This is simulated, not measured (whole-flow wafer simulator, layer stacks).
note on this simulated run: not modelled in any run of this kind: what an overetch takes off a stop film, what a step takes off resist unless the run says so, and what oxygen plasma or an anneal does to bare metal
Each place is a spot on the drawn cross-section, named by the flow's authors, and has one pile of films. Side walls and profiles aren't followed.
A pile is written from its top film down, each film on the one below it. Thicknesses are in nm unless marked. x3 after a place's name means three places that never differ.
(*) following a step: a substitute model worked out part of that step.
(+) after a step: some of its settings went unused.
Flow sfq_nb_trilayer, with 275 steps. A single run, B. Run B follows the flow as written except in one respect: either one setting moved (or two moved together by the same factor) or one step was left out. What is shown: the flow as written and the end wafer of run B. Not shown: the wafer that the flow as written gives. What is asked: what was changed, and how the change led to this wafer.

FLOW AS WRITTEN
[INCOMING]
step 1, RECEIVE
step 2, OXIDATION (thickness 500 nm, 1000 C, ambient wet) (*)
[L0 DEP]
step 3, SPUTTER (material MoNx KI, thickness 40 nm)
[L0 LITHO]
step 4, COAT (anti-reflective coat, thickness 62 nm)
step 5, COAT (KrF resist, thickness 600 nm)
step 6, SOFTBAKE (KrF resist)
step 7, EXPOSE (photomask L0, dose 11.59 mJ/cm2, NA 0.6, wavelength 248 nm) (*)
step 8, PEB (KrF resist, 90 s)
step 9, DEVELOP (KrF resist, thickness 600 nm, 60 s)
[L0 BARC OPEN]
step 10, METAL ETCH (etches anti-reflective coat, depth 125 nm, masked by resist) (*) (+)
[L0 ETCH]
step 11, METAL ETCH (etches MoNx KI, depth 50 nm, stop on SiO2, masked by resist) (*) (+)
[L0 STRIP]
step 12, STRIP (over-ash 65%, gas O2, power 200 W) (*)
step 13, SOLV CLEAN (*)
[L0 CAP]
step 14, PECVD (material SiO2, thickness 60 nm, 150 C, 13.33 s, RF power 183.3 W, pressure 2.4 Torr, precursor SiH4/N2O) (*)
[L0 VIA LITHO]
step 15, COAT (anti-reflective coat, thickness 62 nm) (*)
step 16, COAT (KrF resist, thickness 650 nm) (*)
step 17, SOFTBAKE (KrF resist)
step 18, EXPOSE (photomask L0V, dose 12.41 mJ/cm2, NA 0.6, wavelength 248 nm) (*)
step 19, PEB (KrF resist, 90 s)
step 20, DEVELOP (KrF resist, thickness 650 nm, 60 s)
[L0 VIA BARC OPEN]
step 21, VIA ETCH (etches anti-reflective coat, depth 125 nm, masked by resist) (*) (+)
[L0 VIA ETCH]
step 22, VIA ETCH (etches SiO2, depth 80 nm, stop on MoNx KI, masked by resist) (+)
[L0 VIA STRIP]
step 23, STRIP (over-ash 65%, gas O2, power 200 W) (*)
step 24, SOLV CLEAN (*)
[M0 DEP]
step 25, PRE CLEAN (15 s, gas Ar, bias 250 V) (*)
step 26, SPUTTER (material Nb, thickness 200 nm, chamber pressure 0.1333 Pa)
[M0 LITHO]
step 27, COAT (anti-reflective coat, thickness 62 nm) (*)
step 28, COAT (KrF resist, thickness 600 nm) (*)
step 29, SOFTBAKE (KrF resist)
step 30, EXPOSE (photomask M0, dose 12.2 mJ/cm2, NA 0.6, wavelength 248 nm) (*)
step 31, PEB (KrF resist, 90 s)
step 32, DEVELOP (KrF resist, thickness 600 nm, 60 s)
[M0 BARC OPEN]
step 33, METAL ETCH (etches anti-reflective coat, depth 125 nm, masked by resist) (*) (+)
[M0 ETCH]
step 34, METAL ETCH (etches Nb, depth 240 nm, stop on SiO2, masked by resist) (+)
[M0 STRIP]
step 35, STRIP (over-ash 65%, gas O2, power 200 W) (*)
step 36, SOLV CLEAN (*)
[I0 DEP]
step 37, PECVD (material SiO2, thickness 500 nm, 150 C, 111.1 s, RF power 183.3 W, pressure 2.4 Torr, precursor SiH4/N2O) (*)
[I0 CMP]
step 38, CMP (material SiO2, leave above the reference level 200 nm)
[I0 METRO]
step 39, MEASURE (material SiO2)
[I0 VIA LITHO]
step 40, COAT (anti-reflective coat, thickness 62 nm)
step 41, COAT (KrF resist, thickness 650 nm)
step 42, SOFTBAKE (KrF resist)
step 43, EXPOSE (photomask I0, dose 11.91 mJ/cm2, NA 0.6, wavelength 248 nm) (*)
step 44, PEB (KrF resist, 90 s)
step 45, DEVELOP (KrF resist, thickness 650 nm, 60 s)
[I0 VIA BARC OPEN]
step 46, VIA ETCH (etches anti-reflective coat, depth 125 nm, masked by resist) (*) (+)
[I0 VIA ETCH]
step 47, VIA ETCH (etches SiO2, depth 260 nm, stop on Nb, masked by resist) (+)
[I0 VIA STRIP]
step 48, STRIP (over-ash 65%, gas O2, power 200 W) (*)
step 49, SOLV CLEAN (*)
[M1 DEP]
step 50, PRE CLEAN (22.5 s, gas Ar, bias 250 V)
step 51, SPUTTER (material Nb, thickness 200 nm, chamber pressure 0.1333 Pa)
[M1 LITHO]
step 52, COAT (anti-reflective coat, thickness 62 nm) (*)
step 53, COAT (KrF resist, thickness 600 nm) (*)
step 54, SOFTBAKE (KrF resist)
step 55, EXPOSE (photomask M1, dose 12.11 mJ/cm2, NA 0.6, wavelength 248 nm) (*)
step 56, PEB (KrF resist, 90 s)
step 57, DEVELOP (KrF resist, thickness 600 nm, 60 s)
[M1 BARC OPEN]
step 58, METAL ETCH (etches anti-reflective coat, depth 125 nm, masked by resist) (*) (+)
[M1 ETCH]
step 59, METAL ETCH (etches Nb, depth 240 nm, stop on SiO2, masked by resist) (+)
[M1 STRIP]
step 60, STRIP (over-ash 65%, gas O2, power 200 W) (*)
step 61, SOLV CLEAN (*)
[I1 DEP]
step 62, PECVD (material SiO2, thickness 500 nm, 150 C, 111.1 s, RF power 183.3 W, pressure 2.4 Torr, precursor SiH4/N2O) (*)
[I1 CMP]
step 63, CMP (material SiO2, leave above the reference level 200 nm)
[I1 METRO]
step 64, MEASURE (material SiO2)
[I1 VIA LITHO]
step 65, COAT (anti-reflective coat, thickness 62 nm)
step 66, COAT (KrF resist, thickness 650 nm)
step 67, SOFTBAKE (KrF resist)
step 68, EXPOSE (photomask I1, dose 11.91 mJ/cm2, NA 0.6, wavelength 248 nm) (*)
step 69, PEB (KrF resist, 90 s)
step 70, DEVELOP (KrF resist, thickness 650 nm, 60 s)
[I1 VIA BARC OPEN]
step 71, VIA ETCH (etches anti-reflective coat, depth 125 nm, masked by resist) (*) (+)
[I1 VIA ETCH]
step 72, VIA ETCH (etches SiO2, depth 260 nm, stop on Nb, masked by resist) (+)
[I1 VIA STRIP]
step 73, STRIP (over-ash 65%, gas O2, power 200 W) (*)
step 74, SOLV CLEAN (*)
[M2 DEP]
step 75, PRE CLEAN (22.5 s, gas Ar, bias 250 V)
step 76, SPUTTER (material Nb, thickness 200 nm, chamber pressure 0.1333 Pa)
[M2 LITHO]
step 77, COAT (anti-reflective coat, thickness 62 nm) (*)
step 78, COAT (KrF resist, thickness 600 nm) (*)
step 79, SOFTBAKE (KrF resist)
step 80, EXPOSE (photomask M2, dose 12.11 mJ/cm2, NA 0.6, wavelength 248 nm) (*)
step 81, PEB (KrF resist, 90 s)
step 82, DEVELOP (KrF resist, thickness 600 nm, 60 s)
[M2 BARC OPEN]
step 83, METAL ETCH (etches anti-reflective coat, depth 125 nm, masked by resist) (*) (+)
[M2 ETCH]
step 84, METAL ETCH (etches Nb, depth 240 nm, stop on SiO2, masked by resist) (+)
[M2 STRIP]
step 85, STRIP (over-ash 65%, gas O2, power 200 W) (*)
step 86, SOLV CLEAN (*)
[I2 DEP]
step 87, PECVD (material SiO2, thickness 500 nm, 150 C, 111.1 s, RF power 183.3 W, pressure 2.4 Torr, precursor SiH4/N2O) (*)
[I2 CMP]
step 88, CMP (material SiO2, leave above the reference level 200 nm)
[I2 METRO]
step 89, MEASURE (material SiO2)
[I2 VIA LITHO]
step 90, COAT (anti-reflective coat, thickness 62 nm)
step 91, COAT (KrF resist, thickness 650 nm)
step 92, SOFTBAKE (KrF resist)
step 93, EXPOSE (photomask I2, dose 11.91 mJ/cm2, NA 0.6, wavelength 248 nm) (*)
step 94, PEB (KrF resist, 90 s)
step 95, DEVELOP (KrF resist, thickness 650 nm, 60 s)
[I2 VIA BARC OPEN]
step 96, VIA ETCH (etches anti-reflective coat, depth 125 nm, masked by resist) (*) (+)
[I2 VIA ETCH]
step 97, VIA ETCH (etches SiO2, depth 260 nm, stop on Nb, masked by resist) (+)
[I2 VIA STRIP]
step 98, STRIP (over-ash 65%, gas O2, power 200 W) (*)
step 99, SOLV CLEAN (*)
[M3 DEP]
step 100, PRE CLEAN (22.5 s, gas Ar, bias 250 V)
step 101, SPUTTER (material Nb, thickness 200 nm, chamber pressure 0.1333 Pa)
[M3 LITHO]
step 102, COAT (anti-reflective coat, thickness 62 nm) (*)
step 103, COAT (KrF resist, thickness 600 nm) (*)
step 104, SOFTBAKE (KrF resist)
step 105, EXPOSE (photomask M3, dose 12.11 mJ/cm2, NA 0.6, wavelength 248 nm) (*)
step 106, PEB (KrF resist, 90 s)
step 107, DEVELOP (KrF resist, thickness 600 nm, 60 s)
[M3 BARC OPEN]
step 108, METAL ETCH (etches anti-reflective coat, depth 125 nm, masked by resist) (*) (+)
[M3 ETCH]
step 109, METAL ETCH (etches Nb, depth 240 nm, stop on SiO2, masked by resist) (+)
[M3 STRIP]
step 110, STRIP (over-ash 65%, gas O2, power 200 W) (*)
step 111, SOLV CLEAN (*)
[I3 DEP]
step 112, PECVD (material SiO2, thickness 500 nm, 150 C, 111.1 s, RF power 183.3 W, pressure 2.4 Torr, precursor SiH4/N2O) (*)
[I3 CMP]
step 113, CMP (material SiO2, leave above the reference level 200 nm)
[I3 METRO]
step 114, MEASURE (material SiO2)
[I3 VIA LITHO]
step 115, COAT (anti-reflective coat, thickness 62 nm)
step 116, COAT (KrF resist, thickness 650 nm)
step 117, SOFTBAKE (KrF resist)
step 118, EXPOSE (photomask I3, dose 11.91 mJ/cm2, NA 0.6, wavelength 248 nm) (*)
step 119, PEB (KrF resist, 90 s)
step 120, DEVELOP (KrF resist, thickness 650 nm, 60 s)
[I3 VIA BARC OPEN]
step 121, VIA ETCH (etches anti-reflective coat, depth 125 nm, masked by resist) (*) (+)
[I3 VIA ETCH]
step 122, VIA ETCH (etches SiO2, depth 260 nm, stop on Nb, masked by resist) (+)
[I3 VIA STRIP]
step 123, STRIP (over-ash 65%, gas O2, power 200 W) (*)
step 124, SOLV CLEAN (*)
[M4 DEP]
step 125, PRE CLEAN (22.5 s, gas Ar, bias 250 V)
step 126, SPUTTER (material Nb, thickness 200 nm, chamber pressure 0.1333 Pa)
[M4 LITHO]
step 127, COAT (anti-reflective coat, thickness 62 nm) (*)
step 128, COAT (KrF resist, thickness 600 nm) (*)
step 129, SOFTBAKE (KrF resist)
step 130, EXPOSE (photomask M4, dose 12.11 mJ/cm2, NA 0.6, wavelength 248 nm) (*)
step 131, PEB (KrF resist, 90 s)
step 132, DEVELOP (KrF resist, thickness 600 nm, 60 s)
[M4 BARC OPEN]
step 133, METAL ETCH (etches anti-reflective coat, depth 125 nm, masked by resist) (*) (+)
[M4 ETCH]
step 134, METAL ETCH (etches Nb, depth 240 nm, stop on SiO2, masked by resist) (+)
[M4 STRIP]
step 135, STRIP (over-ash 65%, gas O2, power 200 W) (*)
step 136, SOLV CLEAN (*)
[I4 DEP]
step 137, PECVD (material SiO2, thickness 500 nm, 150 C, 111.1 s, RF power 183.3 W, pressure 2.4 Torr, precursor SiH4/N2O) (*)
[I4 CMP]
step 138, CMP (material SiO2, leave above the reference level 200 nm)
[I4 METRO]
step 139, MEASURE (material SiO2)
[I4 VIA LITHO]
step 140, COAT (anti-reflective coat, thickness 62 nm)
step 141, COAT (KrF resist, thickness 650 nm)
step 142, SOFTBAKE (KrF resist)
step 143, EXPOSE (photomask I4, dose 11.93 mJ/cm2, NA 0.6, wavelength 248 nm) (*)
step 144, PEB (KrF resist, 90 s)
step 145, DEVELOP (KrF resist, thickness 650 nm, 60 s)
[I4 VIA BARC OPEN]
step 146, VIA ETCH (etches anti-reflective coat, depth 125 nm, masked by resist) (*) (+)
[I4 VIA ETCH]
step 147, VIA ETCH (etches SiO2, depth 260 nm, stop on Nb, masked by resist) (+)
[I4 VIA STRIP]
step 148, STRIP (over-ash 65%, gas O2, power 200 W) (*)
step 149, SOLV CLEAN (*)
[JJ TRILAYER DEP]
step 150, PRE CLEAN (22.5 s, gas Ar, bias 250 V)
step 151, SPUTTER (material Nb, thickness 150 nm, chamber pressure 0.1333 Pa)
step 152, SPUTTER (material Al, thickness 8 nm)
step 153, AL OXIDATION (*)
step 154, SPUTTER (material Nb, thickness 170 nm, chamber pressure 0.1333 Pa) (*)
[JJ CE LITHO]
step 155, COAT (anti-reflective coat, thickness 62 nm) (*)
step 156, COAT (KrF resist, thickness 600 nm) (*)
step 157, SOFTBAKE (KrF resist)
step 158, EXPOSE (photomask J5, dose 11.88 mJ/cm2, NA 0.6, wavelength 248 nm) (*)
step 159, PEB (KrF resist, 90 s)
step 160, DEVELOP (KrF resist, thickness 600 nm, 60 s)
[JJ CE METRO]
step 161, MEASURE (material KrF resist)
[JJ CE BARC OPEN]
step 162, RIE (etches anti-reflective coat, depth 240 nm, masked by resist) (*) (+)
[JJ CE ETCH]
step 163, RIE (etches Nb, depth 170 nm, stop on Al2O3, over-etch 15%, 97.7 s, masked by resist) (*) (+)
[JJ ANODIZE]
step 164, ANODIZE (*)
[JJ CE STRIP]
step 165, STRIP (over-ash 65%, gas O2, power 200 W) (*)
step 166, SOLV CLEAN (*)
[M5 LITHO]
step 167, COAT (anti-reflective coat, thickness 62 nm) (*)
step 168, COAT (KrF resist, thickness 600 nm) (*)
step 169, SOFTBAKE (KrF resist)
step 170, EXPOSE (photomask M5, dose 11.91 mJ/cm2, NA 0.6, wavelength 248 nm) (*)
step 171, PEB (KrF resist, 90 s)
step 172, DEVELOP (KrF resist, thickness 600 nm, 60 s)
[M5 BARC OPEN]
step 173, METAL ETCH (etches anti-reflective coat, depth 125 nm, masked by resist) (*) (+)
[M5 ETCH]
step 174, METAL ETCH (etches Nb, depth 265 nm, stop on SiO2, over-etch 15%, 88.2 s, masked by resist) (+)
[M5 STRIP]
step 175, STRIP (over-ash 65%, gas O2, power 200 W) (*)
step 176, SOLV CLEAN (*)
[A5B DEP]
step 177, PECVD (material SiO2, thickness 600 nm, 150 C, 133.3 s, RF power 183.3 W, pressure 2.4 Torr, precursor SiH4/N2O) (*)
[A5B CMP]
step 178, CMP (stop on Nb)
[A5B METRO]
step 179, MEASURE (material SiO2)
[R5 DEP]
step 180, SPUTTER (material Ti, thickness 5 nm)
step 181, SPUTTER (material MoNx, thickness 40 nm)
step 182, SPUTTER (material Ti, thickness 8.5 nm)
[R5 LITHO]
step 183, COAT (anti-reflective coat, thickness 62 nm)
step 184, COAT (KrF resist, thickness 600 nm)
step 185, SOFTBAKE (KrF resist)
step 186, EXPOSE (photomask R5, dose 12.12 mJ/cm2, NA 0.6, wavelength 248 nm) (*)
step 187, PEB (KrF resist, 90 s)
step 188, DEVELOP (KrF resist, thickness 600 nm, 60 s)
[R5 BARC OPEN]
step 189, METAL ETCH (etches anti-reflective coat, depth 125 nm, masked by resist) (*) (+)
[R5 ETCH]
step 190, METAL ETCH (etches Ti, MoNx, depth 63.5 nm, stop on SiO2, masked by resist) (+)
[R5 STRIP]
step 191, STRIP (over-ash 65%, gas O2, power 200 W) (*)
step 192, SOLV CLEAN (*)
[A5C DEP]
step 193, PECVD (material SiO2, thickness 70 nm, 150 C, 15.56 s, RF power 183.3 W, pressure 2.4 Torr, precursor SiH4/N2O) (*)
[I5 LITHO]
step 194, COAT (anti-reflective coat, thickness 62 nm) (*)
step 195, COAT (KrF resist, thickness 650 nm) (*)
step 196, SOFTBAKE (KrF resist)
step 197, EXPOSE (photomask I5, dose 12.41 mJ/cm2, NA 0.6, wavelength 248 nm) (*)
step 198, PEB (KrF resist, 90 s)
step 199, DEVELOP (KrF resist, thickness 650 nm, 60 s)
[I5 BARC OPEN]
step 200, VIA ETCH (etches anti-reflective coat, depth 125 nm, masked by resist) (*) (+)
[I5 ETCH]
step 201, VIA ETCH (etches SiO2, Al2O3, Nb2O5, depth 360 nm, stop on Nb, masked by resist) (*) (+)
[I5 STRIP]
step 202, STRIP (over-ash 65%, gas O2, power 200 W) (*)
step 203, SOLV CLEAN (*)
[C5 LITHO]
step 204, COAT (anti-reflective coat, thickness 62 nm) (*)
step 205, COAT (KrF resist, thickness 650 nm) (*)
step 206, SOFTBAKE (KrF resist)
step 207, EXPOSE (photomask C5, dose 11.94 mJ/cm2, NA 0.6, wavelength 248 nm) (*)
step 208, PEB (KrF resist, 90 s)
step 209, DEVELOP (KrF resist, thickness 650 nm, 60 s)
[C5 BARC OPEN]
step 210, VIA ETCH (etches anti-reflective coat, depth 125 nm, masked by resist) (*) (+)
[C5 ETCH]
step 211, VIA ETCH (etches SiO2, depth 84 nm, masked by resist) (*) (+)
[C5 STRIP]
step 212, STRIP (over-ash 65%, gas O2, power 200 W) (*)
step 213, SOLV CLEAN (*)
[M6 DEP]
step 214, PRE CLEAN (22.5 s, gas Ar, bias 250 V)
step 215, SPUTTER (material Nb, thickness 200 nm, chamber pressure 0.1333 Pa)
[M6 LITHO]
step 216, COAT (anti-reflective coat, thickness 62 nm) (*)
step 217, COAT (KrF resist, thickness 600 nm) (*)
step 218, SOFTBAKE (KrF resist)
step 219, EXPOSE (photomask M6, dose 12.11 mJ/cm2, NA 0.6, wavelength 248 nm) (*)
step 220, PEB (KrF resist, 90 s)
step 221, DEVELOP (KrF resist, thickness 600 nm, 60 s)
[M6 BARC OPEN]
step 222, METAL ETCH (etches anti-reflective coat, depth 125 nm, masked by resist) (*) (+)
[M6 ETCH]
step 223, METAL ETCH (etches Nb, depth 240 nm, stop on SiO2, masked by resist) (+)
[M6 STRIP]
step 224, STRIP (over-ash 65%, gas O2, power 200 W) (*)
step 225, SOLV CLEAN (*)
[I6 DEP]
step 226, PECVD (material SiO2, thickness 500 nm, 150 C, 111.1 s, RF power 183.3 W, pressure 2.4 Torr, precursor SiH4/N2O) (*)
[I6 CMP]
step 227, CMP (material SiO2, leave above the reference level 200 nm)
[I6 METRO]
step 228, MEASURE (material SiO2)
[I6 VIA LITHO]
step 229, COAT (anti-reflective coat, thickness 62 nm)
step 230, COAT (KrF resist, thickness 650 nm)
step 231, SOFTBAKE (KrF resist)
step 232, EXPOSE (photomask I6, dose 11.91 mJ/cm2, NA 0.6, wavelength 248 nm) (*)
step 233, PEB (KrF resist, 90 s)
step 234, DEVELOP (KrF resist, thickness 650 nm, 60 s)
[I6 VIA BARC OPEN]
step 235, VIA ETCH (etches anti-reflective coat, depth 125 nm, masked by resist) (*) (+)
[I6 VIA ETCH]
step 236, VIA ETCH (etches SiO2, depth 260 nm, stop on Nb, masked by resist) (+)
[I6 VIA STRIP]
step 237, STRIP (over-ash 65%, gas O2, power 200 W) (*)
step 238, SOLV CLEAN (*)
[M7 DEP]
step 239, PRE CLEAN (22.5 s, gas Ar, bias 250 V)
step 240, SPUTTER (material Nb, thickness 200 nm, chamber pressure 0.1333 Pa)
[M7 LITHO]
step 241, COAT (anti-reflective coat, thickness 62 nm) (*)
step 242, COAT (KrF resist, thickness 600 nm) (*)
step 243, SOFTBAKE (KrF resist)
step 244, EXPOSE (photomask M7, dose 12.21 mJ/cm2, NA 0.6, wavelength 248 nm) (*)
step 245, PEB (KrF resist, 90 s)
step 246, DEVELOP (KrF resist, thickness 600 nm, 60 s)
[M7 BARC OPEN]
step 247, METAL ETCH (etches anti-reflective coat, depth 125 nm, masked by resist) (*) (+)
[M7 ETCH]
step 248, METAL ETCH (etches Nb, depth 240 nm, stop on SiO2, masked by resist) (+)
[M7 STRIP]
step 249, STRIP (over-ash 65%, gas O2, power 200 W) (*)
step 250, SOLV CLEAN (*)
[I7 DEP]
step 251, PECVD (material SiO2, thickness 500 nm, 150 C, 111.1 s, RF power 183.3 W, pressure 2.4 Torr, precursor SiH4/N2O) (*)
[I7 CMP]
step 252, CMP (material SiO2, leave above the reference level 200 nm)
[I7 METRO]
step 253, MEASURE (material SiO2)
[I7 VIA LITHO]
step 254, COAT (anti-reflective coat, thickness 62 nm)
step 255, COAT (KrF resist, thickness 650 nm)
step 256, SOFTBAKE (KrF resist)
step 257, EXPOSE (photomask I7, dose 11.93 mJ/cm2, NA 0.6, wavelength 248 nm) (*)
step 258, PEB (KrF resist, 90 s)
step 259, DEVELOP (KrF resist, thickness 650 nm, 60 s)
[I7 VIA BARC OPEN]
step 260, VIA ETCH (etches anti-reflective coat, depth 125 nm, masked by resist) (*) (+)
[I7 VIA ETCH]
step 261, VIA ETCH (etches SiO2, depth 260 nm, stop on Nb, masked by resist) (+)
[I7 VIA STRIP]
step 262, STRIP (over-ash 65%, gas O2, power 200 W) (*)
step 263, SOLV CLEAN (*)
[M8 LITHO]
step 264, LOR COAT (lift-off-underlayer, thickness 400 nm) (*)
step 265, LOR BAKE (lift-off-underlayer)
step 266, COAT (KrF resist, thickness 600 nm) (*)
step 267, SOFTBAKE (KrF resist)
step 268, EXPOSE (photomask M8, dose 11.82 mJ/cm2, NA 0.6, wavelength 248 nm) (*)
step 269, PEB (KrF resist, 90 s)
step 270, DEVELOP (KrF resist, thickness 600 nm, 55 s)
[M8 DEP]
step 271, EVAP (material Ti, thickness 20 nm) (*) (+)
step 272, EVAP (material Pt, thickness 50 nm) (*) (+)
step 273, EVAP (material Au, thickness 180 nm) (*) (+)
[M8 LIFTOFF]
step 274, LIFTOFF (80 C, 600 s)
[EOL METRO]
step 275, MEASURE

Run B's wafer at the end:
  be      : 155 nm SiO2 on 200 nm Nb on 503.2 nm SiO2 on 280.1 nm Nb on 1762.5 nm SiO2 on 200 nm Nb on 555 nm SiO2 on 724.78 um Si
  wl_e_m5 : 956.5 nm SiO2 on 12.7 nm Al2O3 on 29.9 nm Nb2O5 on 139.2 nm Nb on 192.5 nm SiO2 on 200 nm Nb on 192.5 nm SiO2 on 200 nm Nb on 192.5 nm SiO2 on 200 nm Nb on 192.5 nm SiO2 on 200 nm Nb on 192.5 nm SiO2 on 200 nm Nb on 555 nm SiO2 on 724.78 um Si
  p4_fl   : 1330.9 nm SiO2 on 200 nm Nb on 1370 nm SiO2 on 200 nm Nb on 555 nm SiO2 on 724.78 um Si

The reason: step 252, CMP: leave above the reference level 155 nm was run, while the flow as written has leave above the reference level 200 nm.
The wafer itself shows it: be has SiO2 155, and step 252 as written asks for 200 nm.

Step by step, how the change led to this:
  step 252, CMP (material SiO2, leave above the reference level 200 nm)
      field_l, p4_fl, p4_fm and 56 more: SiO2 loses 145 (in the flow as written it would be: SiO2 loses 100)
      v_sur, via_wl, via_w and 37 more: SiO2 loses 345 (in the flow as written it would be: SiO2 loses 300)
      (and at 7 other places as well)
  step 261, VIA ETCH (etches SiO2, depth 260 nm, stop on Nb, masked by resist) (+)
      field_l, v_sur, via_sp and 100 more: KrF resist loses 40 (in the flow as written it would be: KrF resist loses 44.8)
      via_wl, via_w, via_wr: SiO2 loses 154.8 (all of it) (in the flow as written it would be: SiO2 loses 199.8 (all of it))
  step 264, LOR COAT (lift-off-underlayer, thickness 400 nm) (*)
      via_wl, via_wr: lift-off-underlayer gains 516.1 (new film) (in the flow as written it would be: lift-off-underlayer gains 549.8 (new film))
      via_w: lift-off-underlayer gains 505.7 (new film) (in the flow as written it would be: lift-off-underlayer gains 536.4 (new film))
  step 270, DEVELOP (KrF resist, thickness 600 nm, 55 s)
      via_wl: KrF resist loses 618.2 (all of it), lift-off-underlayer loses 516.1 (all of it) (in the flow as written it would be: KrF resist loses 623.9 (all of it), lift-off-underlayer loses 549.8 (all of it))
      via_w: KrF resist loses 627.2 (all of it), lift-off-underlayer loses 505.7 (all of it) (in the flow as written it would be: KrF resist loses 635.4 (all of it), lift-off-underlayer loses 536.4 (all of it))
      (and at 1 other place as well)
